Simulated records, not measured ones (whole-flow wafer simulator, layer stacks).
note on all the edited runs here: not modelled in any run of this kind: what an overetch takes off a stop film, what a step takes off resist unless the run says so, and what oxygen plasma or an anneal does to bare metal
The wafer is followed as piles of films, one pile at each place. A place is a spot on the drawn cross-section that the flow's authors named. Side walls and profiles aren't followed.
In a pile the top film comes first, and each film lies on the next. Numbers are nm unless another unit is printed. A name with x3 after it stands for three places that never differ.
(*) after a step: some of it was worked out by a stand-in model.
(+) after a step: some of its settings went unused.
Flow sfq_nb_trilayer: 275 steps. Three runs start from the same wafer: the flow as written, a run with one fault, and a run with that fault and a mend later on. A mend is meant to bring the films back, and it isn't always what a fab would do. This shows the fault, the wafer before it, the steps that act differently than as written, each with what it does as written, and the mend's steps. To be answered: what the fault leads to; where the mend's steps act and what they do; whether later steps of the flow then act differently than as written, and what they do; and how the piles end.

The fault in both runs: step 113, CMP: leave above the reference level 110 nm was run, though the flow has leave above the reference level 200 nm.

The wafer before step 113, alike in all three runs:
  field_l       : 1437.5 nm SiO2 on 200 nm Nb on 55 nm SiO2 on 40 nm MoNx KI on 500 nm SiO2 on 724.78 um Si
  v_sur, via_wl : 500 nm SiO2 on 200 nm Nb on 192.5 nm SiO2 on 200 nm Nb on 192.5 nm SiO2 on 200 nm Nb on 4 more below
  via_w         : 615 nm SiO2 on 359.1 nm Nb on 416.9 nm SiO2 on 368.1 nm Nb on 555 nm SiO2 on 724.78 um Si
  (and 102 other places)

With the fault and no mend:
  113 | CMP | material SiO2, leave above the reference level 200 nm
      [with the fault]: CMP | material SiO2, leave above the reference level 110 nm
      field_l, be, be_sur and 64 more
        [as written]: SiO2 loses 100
        [with the fault]: SiO2 loses 190
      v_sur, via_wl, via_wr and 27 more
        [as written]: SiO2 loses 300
        [with the fault]: SiO2 loses 390
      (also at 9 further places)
  Steps further on in the flow that do not act as written (not shown: 3 more steps that differ only slightly, by at most 2% or 0.5 nm, whichever is larger):
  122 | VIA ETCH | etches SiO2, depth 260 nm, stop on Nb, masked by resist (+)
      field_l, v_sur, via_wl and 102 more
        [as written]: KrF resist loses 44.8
        [with the fault]: KrF resist loses 28.4
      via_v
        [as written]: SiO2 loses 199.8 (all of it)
        [with the fault]: SiO2 loses 109.8 (all of it)
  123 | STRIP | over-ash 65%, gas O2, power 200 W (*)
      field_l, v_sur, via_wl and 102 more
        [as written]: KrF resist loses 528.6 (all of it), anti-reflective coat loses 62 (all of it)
        [with the fault]: KrF resist loses 545 (all of it), anti-reflective coat loses 62 (all of it)
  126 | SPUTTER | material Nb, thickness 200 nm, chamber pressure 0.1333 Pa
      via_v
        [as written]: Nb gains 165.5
        [with the fault]: Nb gains 185.5
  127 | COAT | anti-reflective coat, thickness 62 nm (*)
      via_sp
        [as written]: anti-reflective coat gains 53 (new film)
        [with the fault]: anti-reflective coat gains 51.3 (new film)
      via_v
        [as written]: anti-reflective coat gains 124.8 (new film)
        [with the fault]: anti-reflective coat gains 109.8 (new film)
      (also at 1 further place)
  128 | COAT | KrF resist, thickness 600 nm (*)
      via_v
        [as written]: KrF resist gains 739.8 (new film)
        [with the fault]: KrF resist gains 658.9 (new film)
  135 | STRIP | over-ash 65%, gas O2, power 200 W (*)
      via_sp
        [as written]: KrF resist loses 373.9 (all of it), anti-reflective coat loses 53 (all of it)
        [with the fault]: KrF resist loses 382.6 (all of it), anti-reflective coat loses 51.3 (all of it)
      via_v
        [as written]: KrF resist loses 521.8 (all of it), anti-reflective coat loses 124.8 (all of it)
        [with the fault]: KrF resist loses 441.2 (all of it), anti-reflective coat loses 109.8 (all of it)
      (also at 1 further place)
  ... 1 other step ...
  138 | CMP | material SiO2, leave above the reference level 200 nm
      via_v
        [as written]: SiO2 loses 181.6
        [with the fault]: SiO2 loses 176.6
  At field_l, v_sur, via_wl and 103 more, the piles at the end differ from the flow's by more than 2% or 0.5 nm, whichever is larger.
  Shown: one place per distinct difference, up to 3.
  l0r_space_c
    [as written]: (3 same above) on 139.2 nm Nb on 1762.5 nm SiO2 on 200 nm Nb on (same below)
    [with the fault]: (3 same above) on 139.2 nm Nb on 1672.5 nm SiO2 on 200 nm Nb on (same below)
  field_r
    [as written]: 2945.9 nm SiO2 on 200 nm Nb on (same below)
    [with the fault]: 2855.9 nm SiO2 on 200 nm Nb on (same below)
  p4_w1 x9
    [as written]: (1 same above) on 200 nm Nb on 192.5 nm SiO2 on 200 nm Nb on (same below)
    [with the fault]: (1 same above) on 200 nm Nb on 102.5 nm SiO2 on 200 nm Nb on (same below)

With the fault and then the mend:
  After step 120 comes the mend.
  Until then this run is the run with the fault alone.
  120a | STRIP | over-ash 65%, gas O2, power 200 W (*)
      field_l, v_sur, via_wl and 102 more
        KrF resist loses 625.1 (all of it), anti-reflective coat loses 62 (all of it)
      via_v
        anti-reflective coat loses 62 (all of it)
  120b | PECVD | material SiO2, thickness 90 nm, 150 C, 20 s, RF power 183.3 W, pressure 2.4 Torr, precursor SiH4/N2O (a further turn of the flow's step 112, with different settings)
      field_l, v_sur, via_wl and 103 more
        SiO2 gains 90
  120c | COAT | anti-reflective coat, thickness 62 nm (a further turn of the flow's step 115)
      field_l, v_sur, via_wl and 103 more
        anti-reflective coat gains 62 (new film)
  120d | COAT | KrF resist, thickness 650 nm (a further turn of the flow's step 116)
      field_l, v_sur, via_wl and 103 more
        KrF resist gains 650 (new film)
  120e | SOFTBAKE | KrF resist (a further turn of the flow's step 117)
      does not change any film at any place that is followed
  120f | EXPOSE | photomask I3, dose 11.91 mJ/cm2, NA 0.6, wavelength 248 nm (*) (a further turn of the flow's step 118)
      does not change any film at any place that is followed
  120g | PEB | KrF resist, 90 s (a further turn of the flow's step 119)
      field_l, v_sur, via_wl and 103 more
        KrF resist loses 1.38
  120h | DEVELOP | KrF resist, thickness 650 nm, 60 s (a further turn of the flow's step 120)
      field_l, v_sur, via_wl and 102 more
        KrF resist loses 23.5
      via_v
        KrF resist loses 648.6 (all of it)
  Every later step of the flow that is run acts as written, at every place that is followed, to within 2% or 0.5 nm, whichever is larger.
  By the end, the piles equal the flow's at every place that both follow.
